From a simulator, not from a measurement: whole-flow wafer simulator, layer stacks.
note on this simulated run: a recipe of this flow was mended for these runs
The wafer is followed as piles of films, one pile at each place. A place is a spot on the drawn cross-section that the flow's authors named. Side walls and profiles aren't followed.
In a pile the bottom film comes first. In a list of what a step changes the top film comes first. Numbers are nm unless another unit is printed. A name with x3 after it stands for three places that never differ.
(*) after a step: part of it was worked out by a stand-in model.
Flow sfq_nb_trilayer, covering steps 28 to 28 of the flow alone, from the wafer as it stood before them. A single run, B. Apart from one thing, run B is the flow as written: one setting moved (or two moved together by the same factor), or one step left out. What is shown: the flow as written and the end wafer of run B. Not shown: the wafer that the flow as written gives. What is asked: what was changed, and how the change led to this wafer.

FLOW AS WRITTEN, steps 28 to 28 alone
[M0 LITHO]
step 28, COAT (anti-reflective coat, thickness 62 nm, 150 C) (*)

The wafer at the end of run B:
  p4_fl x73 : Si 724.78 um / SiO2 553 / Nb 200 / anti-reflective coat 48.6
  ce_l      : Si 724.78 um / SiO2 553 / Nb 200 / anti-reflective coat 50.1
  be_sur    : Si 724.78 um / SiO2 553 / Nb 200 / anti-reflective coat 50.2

The reason: step 28, COAT: thickness 48.6 nm was run, whereas the flow has thickness 62 nm.
The wafer itself shows it: p4_fl x73 has anti-reflective coat 48.6, and step 28 as written asks for 62 nm.

How this came from the change, step by step:
  step 28, COAT (anti-reflective coat, thickness 62 nm, 150 C) (*)
      p4_fl x73: +48.6 anti-reflective coat (new film) (in the flow as written it would be: +62 anti-reflective coat (new film))
      ce_l, c5j, ce_r, sp_r, be_r, r_sur, res: +50.1 anti-reflective coat (new film) (in the flow as written it would be: +63.7 anti-reflective coat (new film))
      (as well as at 26 more places)
